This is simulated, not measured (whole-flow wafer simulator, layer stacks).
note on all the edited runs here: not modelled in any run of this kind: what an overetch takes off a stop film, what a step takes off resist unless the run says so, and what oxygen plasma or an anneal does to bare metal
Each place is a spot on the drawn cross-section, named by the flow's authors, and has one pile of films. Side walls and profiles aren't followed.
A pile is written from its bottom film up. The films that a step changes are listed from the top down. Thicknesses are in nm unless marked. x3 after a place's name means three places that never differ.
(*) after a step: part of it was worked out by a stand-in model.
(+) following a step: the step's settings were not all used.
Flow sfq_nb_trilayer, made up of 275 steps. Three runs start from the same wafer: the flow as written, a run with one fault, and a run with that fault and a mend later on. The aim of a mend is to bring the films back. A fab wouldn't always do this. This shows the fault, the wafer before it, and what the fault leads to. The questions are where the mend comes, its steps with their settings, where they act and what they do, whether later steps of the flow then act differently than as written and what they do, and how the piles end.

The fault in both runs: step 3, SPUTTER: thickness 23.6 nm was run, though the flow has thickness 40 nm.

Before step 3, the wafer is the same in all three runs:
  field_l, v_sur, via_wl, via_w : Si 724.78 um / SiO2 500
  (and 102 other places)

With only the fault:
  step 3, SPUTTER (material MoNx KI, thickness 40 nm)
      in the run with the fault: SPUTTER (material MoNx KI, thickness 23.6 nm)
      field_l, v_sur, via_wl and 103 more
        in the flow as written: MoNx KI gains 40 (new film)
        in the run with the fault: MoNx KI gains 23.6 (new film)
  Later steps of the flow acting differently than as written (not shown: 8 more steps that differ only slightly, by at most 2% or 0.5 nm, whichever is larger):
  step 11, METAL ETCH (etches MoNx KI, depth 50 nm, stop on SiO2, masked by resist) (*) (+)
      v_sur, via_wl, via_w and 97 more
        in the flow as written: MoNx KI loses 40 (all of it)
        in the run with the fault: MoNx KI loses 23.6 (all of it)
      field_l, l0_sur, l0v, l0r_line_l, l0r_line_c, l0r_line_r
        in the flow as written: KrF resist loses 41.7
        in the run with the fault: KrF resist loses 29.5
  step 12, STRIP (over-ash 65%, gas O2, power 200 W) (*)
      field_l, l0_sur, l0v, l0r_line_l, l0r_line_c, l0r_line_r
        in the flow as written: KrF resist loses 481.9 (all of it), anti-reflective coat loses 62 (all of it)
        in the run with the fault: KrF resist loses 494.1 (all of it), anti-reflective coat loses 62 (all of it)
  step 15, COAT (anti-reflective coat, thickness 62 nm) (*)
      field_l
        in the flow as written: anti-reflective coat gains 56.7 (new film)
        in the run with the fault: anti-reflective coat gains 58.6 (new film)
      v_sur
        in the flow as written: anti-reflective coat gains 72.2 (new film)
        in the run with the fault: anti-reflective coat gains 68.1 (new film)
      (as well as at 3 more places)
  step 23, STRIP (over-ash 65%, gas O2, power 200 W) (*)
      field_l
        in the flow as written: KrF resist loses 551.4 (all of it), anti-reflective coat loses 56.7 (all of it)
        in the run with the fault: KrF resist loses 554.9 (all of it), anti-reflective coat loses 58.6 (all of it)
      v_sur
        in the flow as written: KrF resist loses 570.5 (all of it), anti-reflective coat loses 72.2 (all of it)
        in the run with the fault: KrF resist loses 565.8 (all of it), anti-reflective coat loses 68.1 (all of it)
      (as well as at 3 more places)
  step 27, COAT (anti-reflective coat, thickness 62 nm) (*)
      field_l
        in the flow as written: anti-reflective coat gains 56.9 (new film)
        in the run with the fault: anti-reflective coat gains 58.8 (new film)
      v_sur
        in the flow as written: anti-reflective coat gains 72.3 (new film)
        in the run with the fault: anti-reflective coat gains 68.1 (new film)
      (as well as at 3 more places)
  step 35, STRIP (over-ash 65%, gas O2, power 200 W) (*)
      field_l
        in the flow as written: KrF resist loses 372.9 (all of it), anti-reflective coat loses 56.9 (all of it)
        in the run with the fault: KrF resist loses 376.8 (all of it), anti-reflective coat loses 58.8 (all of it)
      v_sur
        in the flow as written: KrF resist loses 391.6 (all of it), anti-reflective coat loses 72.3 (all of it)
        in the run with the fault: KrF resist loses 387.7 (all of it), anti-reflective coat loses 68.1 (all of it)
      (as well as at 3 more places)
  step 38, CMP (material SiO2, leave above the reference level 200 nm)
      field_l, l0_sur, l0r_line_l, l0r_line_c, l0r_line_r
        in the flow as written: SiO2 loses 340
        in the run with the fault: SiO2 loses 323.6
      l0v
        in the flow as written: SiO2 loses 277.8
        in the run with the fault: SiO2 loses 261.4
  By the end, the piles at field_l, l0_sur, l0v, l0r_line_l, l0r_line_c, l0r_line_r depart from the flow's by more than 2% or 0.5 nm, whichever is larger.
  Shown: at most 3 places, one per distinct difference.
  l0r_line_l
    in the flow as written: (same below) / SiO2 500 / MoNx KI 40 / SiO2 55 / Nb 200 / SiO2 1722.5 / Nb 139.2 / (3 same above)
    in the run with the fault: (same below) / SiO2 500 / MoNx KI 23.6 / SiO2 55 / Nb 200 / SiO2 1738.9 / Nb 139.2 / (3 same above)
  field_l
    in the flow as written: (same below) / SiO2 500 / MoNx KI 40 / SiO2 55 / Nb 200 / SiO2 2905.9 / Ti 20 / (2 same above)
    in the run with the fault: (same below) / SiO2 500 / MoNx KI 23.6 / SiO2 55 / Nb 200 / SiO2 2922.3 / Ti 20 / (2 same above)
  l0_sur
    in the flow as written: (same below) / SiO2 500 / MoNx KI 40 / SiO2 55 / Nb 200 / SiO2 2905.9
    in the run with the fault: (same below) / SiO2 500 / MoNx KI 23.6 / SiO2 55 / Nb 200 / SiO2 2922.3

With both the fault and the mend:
  The mend stands after step 9.
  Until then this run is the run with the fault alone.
  step 9a, STRIP (over-ash 65%, gas O2, power 200 W) (*)
      v_sur, via_wl, via_w and 97 more
        anti-reflective coat loses 62 (all of it)
      field_l, l0_sur, l0v, l0r_line_l, l0r_line_c, l0r_line_r
        KrF resist loses 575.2 (all of it), anti-reflective coat loses 62 (all of it)
  step 9b, SPUTTER (material MoNx KI, thickness 16.4 nm) (a further turn of the flow's step 3, with different settings)
      field_l, v_sur, via_wl and 103 more
        MoNx KI gains 16.4
  step 9c, COAT (anti-reflective coat, thickness 62 nm) (a further turn of the flow's step 4)
      field_l, v_sur, via_wl and 103 more
        anti-reflective coat gains 62 (new film)
  step 9d, COAT (KrF resist, thickness 600 nm) (a further turn of the flow's step 5)
      field_l, v_sur, via_wl and 103 more
        KrF resist gains 600 (new film)
  step 9e, SOFTBAKE (KrF resist) (a further turn of the flow's step 6)
      does not change any film at any place that is followed
  step 9f, EXPOSE (photomask L0, dose 11.59 mJ/cm2, NA 0.6, wavelength 248 nm) (*) (a further turn of the flow's step 7)
      does not change any film at any place that is followed
  step 9g, PEB (KrF resist, 90 s) (a further turn of the flow's step 8)
      field_l, v_sur, via_wl and 103 more
        KrF resist loses 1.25
  step 9h, DEVELOP (KrF resist, thickness 600 nm, 60 s) (a further turn of the flow's step 9)
      v_sur, via_wl, via_w and 97 more
        KrF resist loses 598.7 (all of it)
      field_l, l0_sur, l0v, l0r_line_l, l0r_line_c, l0r_line_r
        KrF resist loses 23.5
  None of the later steps of the flow acts differently than as written at any place that is followed.
  At every place that both follow, the piles at the end match the flow's.
